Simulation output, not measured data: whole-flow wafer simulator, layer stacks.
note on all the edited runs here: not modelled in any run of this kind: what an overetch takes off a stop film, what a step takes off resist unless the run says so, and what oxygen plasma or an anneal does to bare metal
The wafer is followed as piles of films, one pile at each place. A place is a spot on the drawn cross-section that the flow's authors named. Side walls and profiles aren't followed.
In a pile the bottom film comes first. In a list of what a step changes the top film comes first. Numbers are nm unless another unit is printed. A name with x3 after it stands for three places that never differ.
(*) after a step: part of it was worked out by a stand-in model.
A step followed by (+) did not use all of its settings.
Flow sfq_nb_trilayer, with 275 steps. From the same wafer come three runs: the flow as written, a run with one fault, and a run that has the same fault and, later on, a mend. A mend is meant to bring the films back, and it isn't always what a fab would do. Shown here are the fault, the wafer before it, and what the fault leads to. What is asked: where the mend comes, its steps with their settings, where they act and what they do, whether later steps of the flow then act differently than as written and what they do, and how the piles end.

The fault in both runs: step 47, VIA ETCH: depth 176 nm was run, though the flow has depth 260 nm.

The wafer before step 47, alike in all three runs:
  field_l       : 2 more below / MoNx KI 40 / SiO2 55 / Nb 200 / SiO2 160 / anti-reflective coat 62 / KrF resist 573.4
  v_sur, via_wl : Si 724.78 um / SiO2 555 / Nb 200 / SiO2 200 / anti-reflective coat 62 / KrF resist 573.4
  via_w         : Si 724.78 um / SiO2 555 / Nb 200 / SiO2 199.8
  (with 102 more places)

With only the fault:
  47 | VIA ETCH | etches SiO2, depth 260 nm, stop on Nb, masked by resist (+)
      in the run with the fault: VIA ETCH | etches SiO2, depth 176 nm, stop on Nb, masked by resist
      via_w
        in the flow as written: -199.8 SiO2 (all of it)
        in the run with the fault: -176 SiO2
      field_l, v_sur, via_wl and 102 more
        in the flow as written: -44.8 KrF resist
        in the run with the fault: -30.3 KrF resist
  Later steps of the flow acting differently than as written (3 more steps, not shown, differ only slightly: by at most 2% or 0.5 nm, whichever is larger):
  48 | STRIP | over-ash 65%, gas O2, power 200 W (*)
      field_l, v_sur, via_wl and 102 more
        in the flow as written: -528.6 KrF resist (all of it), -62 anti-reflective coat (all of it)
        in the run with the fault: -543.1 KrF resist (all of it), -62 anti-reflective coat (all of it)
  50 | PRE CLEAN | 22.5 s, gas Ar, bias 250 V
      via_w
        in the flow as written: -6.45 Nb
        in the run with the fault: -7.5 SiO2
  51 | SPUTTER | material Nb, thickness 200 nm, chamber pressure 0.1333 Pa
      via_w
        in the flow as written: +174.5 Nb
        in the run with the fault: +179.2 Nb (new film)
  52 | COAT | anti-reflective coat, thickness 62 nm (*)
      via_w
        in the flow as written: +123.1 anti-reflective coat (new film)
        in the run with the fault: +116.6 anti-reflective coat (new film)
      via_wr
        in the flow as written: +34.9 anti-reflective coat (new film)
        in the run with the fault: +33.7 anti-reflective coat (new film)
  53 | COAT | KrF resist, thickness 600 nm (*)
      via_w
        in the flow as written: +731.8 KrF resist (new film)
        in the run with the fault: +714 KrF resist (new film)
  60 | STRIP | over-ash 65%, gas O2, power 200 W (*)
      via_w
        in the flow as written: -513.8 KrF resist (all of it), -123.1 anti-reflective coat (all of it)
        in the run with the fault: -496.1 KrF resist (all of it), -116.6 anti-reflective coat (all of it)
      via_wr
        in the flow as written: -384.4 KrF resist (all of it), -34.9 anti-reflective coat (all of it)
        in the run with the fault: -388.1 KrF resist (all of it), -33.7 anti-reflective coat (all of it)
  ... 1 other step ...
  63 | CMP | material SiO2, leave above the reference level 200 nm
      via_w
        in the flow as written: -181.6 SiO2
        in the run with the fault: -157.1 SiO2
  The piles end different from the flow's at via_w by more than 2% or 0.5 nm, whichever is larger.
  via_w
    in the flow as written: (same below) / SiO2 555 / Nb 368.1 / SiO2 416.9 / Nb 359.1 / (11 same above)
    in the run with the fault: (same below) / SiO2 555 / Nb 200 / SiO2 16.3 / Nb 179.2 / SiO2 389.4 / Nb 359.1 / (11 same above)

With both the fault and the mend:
  The mend stands after step 47.
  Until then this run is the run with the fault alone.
  47a | VIA ETCH | etches SiO2, depth 84 nm, stop on Nb, masked by resist (+) (the flow's step 47 again, with other settings)
      field_l, v_sur, via_wl and 102 more
        -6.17 KrF resist
      via_w
        -23.8 SiO2 (all of it)
  None of the later steps of the flow differs from how it acts as written, at any place that is followed, by more than 2% or 0.5 nm, whichever is larger.
  The piles end the same as the flow's at every place that both follow.
